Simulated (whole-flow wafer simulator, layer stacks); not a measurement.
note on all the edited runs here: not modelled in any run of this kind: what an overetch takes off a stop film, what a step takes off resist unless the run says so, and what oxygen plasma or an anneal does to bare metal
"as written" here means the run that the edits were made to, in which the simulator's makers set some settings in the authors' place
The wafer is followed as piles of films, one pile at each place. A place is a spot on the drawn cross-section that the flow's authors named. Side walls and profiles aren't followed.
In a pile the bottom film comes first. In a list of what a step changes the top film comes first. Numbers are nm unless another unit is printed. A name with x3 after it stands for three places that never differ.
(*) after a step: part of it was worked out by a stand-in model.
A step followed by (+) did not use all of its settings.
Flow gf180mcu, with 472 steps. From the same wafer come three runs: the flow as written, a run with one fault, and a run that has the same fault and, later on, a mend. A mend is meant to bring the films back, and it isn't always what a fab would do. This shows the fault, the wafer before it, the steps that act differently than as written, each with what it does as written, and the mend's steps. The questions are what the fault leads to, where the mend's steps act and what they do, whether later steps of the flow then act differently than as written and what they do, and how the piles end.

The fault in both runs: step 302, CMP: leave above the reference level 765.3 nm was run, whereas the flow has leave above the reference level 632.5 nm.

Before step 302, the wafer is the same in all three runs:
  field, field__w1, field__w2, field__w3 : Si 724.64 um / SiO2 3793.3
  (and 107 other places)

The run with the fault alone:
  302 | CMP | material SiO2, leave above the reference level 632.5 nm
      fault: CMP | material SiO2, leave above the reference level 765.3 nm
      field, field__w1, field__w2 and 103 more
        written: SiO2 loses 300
        fault: SiO2 loses 167.2
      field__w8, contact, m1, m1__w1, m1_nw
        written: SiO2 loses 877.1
        fault: SiO2 loses 744.3
  Later steps of the flow acting differently than as written (not shown: 1 more step that differs only slightly, by at most 2% or 0.5 nm, whichever is larger):
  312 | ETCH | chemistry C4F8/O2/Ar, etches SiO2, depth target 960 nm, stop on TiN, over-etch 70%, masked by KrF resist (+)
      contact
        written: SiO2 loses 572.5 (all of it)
        fault: SiO2 loses 705.3 (all of it)
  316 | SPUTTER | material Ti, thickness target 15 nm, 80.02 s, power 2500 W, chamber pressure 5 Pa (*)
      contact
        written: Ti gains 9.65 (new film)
        fault: Ti gains 8.94 (new film)
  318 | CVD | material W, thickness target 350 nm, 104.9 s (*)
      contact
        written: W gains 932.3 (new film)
        fault: W gains 1066.3 (new film)
  By the end, the piles at field__w4, field__w8, contact and 9 more depart from the flow's by more than 2% or 0.5 nm, whichever is larger.
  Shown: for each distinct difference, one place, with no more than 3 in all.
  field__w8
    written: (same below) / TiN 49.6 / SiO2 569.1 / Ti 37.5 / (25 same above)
    fault: (same below) / TiN 49.6 / SiO2 701.9 / Ti 37.5 / (25 same above)
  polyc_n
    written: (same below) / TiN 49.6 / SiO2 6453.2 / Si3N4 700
    fault: (same below) / TiN 49.6 / SiO2 6586 / Si3N4 700
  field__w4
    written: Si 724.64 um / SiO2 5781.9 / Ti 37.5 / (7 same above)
    fault: Si 724.64 um / SiO2 5914.7 / Ti 37.5 / (7 same above)

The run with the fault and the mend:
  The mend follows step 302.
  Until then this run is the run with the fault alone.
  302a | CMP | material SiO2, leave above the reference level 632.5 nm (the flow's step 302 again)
      field, field__w1, field__w2 and 108 more
        SiO2 loses 132.8
  Later steps of the flow that are run all act as written at every place that is followed.
  By the end, the piles equal the flow's at every place that both follow.
